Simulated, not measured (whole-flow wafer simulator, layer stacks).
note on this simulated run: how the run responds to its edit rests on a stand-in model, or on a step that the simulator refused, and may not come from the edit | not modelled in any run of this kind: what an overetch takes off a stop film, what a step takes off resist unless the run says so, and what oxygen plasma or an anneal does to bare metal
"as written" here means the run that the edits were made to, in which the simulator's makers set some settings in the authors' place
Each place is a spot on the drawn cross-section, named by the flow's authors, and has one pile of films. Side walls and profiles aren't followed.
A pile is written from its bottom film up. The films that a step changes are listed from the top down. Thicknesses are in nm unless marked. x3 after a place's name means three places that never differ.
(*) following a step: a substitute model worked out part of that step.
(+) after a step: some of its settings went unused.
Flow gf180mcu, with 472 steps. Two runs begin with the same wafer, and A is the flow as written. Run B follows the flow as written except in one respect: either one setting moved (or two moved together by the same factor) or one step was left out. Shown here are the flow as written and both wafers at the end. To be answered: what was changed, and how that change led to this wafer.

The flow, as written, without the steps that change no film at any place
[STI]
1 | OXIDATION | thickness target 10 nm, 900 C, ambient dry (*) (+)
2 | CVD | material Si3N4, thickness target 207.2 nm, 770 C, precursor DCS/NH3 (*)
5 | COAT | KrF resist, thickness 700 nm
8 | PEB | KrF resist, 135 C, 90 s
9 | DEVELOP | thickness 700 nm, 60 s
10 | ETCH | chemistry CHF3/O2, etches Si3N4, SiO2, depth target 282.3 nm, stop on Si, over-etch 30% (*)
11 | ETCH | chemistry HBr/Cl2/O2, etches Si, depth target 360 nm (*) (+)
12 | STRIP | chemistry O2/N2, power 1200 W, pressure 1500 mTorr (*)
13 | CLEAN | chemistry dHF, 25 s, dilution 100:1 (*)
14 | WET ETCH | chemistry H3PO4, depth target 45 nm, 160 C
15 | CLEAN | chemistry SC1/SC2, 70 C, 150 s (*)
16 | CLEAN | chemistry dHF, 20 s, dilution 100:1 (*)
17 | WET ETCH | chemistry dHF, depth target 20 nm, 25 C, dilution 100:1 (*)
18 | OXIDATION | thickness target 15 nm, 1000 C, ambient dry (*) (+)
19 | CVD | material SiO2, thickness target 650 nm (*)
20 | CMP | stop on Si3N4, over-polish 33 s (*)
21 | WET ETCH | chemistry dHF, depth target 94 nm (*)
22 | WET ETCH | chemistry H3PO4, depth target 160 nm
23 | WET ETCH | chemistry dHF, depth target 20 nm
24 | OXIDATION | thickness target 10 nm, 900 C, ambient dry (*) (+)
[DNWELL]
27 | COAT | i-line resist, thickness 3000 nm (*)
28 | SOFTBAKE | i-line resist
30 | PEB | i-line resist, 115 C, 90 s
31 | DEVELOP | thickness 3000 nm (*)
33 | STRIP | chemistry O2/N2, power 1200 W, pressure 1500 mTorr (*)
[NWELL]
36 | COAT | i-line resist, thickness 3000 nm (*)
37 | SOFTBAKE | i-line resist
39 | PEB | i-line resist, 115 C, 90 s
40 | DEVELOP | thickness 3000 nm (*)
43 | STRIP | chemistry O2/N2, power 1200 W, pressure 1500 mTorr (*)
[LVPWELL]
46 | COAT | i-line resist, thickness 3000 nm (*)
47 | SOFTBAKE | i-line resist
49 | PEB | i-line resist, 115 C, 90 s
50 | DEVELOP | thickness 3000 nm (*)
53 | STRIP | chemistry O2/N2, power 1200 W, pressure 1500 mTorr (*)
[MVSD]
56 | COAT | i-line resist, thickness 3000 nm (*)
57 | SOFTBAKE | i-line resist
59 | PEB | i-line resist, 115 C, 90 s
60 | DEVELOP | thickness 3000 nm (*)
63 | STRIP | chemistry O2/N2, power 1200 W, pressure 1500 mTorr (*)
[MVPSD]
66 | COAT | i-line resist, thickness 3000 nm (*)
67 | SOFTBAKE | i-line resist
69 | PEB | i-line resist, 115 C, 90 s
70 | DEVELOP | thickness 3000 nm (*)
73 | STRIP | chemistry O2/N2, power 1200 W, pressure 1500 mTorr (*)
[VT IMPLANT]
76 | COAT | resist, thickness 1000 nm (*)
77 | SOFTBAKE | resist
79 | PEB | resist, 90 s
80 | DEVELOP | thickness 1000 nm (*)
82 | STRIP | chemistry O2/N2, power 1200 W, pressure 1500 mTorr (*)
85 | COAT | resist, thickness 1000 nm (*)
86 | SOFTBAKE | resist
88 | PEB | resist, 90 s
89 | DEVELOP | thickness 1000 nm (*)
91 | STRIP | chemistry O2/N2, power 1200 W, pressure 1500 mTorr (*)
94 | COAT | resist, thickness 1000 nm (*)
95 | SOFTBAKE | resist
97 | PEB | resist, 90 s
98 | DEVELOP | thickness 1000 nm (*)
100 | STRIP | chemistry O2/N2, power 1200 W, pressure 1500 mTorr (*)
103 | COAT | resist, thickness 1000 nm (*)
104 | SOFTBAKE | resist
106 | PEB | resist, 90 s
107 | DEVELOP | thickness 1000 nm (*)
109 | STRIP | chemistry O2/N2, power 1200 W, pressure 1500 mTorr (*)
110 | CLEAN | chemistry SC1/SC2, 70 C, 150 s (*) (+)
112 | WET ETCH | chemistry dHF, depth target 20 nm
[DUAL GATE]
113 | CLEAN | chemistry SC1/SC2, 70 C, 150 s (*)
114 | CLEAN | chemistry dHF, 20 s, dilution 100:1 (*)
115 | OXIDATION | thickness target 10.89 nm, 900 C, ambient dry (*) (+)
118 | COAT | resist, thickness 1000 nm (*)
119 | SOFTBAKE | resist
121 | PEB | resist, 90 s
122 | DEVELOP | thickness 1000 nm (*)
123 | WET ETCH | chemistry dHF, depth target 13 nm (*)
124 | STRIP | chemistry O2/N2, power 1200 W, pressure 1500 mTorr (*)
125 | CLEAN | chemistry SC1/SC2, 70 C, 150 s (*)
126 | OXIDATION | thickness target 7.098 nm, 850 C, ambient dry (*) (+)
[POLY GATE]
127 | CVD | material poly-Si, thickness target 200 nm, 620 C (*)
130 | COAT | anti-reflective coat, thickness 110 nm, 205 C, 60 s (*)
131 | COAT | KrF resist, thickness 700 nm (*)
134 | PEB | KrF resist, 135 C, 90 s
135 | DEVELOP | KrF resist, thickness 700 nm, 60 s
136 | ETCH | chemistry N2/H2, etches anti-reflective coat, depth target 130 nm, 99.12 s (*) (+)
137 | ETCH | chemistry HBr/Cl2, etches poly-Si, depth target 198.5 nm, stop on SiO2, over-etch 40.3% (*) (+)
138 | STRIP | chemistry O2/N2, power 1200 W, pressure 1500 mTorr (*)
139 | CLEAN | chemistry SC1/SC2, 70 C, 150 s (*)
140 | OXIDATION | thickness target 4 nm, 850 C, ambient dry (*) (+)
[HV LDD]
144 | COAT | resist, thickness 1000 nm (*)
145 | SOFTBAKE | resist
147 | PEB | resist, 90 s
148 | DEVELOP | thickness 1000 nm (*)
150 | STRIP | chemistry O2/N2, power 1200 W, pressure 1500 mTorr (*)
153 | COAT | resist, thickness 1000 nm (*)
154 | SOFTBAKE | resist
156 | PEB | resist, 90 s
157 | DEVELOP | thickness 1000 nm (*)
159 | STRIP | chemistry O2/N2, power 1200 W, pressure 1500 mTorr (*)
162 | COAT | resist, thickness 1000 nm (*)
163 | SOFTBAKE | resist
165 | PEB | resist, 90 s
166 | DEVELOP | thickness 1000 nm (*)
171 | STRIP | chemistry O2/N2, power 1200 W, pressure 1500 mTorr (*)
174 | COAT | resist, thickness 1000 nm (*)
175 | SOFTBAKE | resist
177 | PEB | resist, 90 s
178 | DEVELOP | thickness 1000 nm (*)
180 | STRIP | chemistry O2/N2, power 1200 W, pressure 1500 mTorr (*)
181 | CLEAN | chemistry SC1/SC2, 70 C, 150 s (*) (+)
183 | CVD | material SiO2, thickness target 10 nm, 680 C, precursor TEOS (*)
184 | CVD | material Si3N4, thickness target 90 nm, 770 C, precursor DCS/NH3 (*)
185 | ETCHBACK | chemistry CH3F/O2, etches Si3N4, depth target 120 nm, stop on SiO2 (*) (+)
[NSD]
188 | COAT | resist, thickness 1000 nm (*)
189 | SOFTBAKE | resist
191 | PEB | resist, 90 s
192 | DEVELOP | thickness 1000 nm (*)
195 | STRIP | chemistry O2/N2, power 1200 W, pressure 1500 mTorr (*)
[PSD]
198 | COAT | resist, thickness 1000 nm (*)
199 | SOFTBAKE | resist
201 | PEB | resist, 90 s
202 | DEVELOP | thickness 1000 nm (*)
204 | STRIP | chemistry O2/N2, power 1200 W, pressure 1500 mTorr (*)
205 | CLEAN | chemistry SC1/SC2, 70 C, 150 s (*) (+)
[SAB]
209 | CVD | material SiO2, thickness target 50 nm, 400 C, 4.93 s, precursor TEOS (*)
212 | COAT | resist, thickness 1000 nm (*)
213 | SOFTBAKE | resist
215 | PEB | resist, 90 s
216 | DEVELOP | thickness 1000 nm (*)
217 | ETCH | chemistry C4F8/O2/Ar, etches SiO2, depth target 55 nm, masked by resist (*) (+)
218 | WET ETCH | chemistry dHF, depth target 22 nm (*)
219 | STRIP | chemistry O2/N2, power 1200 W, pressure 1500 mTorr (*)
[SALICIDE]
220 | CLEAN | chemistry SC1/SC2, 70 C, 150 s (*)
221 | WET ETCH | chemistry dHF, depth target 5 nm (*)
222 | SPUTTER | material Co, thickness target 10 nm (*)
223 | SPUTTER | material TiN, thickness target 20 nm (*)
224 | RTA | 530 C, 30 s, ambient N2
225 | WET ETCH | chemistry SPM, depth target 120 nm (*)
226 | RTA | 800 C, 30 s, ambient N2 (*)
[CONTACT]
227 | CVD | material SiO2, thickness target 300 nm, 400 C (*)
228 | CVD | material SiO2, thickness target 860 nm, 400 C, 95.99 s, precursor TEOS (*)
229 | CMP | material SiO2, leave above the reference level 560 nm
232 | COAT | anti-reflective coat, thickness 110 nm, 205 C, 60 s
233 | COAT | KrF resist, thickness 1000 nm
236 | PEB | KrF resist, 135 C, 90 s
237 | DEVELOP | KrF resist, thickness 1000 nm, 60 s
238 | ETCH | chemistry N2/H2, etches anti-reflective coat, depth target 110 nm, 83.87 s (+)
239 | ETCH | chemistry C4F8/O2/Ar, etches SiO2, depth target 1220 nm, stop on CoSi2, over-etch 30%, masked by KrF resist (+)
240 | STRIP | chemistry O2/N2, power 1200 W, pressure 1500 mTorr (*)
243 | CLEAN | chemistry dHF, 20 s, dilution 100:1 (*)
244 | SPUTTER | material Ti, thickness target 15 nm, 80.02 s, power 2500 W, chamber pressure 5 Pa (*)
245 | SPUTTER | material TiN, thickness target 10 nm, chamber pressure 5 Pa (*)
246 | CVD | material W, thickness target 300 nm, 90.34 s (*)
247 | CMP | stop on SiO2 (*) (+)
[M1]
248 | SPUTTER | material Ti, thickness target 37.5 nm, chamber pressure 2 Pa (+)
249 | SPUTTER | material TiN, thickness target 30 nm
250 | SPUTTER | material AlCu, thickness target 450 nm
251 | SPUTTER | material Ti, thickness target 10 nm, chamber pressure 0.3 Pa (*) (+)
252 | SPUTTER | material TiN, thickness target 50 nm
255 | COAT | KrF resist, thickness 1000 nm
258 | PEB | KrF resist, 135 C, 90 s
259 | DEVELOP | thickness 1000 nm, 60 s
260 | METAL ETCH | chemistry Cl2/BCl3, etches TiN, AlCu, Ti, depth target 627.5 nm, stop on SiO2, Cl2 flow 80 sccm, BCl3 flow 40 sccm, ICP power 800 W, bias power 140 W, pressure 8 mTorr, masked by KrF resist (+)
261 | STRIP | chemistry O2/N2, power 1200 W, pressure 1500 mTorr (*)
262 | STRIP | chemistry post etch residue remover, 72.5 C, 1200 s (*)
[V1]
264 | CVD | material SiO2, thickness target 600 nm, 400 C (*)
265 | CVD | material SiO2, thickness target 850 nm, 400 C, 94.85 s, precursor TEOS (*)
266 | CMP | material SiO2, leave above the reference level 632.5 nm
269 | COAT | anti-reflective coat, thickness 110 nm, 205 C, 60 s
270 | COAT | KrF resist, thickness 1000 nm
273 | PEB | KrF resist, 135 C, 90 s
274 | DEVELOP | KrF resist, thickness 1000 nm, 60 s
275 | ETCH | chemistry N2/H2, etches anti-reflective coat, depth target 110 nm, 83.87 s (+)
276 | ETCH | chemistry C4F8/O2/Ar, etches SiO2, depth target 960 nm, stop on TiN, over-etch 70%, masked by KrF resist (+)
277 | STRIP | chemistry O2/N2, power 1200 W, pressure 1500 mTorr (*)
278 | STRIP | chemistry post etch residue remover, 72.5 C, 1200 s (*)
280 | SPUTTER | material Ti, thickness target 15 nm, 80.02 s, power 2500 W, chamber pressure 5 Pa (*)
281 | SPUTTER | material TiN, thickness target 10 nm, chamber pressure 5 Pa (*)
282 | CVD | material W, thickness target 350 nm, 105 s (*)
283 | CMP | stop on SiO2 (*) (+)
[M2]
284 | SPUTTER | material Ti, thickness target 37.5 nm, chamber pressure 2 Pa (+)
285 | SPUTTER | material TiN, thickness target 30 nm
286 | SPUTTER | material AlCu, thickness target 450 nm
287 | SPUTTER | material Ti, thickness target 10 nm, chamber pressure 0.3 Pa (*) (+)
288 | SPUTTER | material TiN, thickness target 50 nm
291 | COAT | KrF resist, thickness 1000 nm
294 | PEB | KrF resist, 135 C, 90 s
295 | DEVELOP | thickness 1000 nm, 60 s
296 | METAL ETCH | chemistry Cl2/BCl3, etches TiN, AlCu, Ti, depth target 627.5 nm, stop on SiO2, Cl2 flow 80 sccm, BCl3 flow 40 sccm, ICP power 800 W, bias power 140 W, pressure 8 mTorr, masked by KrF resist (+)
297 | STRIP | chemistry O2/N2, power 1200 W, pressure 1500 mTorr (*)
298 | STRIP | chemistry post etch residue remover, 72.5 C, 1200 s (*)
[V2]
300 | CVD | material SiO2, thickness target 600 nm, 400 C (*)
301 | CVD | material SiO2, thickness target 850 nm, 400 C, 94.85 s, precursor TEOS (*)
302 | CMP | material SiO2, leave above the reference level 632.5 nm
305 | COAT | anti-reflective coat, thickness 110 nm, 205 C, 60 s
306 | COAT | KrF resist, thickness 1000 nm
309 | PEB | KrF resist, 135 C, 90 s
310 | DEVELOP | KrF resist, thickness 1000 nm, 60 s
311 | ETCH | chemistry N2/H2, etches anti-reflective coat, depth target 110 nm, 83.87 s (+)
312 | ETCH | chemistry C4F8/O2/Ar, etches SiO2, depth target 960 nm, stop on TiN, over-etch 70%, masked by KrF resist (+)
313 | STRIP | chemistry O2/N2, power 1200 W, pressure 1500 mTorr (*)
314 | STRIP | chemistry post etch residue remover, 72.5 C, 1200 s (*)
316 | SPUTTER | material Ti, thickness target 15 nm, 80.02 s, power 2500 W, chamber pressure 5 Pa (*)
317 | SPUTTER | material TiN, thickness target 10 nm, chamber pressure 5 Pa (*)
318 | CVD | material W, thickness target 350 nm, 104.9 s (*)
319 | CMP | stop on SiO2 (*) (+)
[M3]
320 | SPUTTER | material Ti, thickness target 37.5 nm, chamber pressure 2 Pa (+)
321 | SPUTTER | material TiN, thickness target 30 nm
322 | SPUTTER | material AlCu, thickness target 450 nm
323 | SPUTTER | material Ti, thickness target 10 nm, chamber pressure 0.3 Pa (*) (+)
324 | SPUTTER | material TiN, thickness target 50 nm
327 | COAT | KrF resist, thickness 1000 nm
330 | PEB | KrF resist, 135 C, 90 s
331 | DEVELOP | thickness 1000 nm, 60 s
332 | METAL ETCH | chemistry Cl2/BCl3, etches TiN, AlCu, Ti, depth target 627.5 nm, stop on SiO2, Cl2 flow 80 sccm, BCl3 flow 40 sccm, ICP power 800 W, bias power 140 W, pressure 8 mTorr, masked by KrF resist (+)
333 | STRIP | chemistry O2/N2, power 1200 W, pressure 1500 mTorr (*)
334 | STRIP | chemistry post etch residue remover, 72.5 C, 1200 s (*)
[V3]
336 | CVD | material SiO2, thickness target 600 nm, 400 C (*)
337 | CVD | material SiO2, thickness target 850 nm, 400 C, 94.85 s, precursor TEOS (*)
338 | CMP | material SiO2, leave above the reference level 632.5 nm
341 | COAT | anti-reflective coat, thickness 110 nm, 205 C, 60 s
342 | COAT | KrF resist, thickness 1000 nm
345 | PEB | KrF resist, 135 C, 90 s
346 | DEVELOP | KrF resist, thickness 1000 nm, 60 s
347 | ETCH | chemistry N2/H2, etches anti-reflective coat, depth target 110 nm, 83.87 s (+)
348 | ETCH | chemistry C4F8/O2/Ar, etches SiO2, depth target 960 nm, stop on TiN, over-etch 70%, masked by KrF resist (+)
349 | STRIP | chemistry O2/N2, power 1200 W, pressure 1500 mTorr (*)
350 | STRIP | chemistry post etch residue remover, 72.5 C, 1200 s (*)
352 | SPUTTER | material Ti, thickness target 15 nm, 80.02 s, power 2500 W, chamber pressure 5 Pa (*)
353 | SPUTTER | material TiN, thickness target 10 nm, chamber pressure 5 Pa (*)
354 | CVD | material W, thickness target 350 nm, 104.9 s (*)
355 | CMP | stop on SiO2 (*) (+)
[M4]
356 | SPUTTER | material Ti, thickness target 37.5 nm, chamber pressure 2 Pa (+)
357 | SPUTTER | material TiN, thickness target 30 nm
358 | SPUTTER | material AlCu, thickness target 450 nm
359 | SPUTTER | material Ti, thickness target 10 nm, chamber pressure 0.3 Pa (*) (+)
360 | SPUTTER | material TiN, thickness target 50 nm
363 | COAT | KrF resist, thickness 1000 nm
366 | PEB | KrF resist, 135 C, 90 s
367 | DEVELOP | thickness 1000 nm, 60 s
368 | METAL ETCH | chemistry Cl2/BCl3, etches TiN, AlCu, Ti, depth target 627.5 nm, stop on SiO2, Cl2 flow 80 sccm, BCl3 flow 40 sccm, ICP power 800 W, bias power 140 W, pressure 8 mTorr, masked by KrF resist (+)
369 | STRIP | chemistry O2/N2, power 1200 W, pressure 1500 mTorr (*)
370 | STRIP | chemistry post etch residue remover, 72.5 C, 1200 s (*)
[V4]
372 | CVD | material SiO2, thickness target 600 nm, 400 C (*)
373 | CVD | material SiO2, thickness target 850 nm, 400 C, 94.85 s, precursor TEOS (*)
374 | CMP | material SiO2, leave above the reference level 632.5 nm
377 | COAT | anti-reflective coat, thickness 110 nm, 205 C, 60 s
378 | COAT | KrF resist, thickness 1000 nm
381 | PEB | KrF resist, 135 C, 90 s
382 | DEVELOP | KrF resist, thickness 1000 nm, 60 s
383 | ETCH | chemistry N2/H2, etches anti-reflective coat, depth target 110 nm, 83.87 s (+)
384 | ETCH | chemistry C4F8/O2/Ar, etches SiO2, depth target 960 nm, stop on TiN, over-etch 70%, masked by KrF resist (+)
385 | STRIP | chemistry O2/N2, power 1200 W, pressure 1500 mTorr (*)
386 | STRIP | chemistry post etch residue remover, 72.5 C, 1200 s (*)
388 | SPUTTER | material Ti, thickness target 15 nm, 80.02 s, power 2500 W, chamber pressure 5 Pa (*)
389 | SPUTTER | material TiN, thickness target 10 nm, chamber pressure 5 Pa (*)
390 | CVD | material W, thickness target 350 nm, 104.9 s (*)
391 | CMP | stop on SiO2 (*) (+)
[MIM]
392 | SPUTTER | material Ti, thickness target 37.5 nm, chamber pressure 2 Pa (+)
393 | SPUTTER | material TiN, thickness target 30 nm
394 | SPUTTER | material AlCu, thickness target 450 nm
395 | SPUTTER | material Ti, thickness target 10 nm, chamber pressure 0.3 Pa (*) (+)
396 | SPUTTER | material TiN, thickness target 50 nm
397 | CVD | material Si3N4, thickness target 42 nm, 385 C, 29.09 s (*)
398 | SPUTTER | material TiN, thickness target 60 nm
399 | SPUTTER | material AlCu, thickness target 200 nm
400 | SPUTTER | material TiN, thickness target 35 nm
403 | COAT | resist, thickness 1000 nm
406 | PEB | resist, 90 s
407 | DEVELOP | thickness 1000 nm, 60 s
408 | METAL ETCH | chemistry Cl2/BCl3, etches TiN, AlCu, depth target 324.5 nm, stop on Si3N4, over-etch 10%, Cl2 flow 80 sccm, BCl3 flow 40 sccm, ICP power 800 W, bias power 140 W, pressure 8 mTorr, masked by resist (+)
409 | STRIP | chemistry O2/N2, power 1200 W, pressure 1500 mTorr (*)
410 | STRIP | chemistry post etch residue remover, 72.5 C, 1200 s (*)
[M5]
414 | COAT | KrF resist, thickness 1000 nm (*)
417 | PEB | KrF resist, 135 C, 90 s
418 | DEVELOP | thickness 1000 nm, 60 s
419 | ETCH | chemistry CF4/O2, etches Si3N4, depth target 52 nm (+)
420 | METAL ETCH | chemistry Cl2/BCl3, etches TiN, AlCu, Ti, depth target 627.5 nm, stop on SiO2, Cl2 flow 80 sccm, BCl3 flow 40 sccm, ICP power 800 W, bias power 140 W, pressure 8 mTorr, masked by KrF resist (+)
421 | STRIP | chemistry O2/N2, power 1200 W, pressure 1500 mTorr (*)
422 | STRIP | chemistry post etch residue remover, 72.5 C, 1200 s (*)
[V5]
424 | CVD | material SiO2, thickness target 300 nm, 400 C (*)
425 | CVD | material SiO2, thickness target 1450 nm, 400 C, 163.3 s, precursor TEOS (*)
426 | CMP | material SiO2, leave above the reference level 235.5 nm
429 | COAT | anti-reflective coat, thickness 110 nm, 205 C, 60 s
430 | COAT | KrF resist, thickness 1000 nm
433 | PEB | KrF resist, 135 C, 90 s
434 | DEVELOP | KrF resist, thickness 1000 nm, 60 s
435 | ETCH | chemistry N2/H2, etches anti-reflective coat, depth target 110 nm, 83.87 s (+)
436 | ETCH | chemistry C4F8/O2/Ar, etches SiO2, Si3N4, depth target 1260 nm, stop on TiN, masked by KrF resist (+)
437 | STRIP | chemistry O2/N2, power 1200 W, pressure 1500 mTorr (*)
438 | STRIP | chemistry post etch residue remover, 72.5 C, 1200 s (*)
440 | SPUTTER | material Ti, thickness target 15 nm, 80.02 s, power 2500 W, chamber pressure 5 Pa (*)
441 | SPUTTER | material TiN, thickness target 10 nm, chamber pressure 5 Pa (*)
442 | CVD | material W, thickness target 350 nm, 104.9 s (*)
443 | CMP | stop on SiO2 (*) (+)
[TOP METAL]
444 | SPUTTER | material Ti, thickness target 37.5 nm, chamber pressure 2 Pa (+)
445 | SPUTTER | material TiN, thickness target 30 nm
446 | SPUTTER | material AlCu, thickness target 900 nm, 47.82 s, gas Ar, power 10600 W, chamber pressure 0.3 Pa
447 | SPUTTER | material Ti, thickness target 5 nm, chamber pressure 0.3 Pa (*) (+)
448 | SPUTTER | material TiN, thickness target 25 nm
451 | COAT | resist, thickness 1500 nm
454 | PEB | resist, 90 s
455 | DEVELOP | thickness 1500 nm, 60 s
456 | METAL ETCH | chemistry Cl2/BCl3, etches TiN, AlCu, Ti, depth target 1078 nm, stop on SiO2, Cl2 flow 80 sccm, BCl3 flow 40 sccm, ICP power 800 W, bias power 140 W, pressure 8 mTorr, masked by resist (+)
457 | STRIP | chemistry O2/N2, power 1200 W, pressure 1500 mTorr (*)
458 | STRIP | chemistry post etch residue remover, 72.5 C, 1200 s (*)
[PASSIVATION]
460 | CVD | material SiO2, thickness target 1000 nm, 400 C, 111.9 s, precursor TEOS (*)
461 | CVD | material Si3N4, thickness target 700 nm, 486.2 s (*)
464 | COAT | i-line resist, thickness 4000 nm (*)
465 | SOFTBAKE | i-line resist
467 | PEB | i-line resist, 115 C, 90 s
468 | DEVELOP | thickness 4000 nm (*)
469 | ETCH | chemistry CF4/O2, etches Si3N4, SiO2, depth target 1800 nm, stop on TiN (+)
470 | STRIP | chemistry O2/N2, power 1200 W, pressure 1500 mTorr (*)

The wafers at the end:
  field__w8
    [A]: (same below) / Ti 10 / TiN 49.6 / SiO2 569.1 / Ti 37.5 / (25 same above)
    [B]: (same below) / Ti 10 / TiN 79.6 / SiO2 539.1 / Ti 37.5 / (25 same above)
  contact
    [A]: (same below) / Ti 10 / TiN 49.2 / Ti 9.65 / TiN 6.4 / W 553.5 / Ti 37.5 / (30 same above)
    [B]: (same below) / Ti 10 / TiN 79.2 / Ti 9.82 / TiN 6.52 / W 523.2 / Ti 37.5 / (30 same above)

The reason: step 288, SPUTTER: thickness target 80 nm was run, while the flow as written has thickness target 50 nm.

How this came from the change, step by step:
  288 | SPUTTER | material TiN, thickness target 50 nm
      field, field__w1, field__w2 and 108 more: A +50 TiN (new film) | B +80 TiN (new film)
  296 | METAL ETCH | chemistry Cl2/BCl3, etches TiN, AlCu, Ti, depth target 627.5 nm, stop on SiO2, Cl2 flow 80 sccm, BCl3 flow 40 sccm, ICP power 800 W, bias power 140 W, pressure 8 mTorr, masked by KrF resist (+)
      field, field__w1, field__w2 and 103 more: A -50 TiN (all of it), -10 Ti (all of it), -450 AlCu (all of it), -30 TiN (all of it), -37.5 Ti (all of it) | B -80 TiN (all of it), -10 Ti (all of it), -450 AlCu (all of it), -30 TiN (all of it), -37.5 Ti (all of it)
  302 | CMP | material SiO2, leave above the reference level 632.5 nm
      field__w8, contact, m1, m1__w1, m1_nw: A -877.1 SiO2 | B -907.1 SiO2
  312 | ETCH | chemistry C4F8/O2/Ar, etches SiO2, depth target 960 nm, stop on TiN, over-etch 70%, masked by KrF resist (+)
      field, field__w1, field__w2 and 107 more: A -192 KrF resist | B -184.3 KrF resist
      contact: A -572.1 SiO2 (all of it) | B -542.1 SiO2 (all of it)
  318 | CVD | material W, thickness target 350 nm, 104.9 s (*)
      contact: A +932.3 W (new film) | B +902 W (new film)
